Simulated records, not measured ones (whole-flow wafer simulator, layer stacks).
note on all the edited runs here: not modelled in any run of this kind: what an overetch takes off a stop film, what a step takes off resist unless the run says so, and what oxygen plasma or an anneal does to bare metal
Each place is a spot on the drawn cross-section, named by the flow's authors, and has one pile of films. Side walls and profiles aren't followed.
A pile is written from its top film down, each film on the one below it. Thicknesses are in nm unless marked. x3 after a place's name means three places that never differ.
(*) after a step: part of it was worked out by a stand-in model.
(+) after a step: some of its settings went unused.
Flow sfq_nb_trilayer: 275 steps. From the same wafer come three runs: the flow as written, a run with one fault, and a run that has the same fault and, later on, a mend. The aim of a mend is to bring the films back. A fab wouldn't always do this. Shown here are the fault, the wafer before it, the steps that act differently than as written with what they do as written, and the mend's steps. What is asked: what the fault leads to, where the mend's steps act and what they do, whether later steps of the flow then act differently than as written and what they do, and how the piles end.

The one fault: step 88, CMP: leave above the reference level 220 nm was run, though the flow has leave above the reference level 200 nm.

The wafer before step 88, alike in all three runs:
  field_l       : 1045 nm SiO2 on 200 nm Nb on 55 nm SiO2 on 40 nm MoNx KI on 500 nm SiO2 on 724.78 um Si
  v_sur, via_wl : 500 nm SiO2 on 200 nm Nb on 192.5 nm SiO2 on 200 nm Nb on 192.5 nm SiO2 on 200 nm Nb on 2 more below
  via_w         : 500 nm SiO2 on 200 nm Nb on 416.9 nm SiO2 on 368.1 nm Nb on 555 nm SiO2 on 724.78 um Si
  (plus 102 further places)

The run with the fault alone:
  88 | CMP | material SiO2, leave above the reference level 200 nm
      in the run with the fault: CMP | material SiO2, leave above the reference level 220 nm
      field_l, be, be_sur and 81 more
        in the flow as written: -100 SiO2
        in the run with the fault: -80 SiO2
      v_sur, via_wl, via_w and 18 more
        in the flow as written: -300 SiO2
        in the run with the fault: -280 SiO2
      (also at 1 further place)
  Steps further on in the flow that do not act as written (not shown: 3 more steps that differ only slightly, by at most 2% or 0.5 nm, whichever is larger):
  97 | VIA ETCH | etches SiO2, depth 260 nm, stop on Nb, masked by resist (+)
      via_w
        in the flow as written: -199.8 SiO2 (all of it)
        in the run with the fault: -219.8 SiO2 (all of it)
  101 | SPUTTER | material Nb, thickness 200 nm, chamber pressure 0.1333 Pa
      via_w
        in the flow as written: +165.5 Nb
        in the run with the fault: +161.2 Nb
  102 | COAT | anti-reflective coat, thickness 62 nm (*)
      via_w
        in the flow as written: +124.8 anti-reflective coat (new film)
        in the run with the fault: +129 anti-reflective coat (new film)
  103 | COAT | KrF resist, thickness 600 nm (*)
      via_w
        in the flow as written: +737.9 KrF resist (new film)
        in the run with the fault: +754.7 KrF resist (new film)
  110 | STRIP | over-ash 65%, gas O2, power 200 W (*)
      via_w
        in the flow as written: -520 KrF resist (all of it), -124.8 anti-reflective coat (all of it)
        in the run with the fault: -536.7 KrF resist (all of it), -129 anti-reflective coat (all of it)
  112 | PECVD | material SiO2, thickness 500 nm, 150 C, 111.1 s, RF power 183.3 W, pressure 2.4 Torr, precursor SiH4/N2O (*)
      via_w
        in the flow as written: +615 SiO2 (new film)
        in the run with the fault: +639.3 SiO2 (new film)
  At v_sur, via_wl, via_w and 29 more, the piles at the end differ from the flow's by more than 2% or 0.5 nm, whichever is larger.
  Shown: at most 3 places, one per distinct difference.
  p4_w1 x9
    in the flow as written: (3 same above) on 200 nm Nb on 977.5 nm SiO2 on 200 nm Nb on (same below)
    in the run with the fault: (3 same above) on 200 nm Nb on 997.5 nm SiO2 on 200 nm Nb on (same below)
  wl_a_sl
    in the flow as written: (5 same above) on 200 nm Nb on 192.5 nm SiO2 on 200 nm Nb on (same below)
    in the run with the fault: (5 same above) on 200 nm Nb on 212.5 nm SiO2 on 200 nm Nb on (same below)
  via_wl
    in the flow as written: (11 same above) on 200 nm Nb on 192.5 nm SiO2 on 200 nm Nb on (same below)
    in the run with the fault: (11 same above) on 200 nm Nb on 212.5 nm SiO2 on 200 nm Nb on (same below)

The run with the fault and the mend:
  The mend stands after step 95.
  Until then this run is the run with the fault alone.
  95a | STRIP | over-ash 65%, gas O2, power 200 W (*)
      field_l, v_sur, via_wl and 102 more
        -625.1 KrF resist (all of it), -62 anti-reflective coat (all of it)
      via_w
        -62 anti-reflective coat (all of it)
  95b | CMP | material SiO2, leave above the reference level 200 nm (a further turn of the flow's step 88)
      field_l, v_sur, via_wl and 103 more
        -20 SiO2
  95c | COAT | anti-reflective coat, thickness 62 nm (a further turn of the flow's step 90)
      field_l, v_sur, via_wl and 103 more
        +62 anti-reflective coat (new film)
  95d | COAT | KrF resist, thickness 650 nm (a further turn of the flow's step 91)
      field_l, v_sur, via_wl and 103 more
        +650 KrF resist (new film)
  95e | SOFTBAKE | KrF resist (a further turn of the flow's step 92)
      does not change any film at any place that is followed
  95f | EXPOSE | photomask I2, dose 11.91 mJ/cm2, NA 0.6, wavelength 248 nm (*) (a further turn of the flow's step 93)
      does not change any film at any place that is followed
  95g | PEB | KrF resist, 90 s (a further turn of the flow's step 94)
      field_l, v_sur, via_wl and 103 more
        -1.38 KrF resist
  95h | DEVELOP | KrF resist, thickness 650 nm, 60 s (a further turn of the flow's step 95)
      field_l, v_sur, via_wl and 102 more
        -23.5 KrF resist
      via_w
        -648.6 KrF resist (all of it)
  Later steps of the flow that are run all act as written at every place that is followed.
  By the end, the piles equal the flow's at every place that both follow.
